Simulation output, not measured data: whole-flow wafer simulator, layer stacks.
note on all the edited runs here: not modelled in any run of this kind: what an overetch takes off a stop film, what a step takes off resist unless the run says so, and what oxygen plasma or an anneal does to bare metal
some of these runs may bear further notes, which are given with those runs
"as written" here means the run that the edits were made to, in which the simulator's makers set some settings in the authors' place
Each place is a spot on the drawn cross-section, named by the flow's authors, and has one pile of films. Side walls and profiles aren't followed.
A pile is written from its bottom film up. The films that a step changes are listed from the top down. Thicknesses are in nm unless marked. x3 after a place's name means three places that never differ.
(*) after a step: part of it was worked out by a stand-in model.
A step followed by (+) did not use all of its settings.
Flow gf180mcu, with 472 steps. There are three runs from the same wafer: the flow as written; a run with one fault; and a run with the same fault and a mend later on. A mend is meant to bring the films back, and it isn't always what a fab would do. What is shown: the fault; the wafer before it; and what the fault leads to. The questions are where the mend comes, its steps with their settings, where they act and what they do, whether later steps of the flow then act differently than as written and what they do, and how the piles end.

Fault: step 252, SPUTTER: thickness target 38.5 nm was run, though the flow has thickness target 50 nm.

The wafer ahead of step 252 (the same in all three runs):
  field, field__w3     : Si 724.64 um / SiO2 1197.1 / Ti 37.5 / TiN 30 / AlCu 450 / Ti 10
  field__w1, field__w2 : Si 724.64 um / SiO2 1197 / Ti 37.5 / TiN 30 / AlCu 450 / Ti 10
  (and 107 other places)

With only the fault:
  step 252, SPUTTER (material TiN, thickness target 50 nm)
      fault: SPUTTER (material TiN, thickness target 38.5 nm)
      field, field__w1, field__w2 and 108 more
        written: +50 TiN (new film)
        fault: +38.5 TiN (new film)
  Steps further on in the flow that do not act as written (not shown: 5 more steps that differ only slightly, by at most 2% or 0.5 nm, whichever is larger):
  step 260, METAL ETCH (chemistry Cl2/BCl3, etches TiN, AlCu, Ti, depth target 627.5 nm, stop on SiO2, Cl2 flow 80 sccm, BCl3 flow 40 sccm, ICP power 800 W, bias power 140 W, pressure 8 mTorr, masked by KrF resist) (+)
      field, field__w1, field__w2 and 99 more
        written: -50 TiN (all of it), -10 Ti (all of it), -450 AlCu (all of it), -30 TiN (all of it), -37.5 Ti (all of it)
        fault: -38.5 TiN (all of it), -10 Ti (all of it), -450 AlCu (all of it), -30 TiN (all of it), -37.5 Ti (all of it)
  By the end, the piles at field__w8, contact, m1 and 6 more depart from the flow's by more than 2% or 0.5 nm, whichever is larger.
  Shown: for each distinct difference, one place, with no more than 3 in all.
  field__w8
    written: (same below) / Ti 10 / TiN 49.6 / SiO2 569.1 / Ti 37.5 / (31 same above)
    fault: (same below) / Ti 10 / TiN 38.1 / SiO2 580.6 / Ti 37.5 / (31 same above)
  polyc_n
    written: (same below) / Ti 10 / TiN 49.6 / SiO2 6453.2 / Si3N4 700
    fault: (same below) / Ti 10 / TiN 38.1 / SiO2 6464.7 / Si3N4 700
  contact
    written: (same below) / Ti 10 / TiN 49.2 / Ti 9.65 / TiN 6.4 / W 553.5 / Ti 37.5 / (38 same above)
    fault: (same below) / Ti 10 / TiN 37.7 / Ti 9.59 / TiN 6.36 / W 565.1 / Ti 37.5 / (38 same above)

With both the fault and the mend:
  After step 259 comes the mend.
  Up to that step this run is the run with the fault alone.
  step 259a, STRIP (chemistry O2/N2, power 2160 W, pressure 1700 mTorr) (*)
      field__w8, contact, m1 and 6 more
        -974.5 KrF resist (all of it)
  step 259b, SPUTTER (material TiN, thickness target 11.5 nm) (a further turn of the flow's step 252, with different settings)
      field, field__w1, field__w2 and 108 more
        +11.5 TiN
  step 259c, HMDS (120 C, 60 s) (a further turn of the flow's step 254)
      does not change any film at any place that is followed
  step 259d, COAT (KrF resist, thickness 1000 nm) (a further turn of the flow's step 255)
      field, field__w1, field__w2 and 108 more
        +1000 KrF resist (new film)
  step 259e, SOFTBAKE (KrF resist) (a further turn of the flow's step 256)
      does not change any film at any place that is followed
  step 259f, EXPOSE (photomask Metal1) (a further turn of the flow's step 257)
      does not change any film at any place that is followed
  step 259g, PEB (KrF resist, 135 C, 90 s) (a further turn of the flow's step 258)
      field, field__w1, field__w2 and 108 more
        -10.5 KrF resist
  step 259h, DEVELOP (thickness 1000 nm, 60 s) (a further turn of the flow's step 259)
      field, field__w1, field__w2 and 99 more
        -989.5 KrF resist (all of it)
      field__w8, contact, m1 and 6 more
        -14.9 KrF resist
  None of the later steps of the flow acts differently than as written at any place that is followed.
  At every place that both follow, the piles at the end match the flow's.
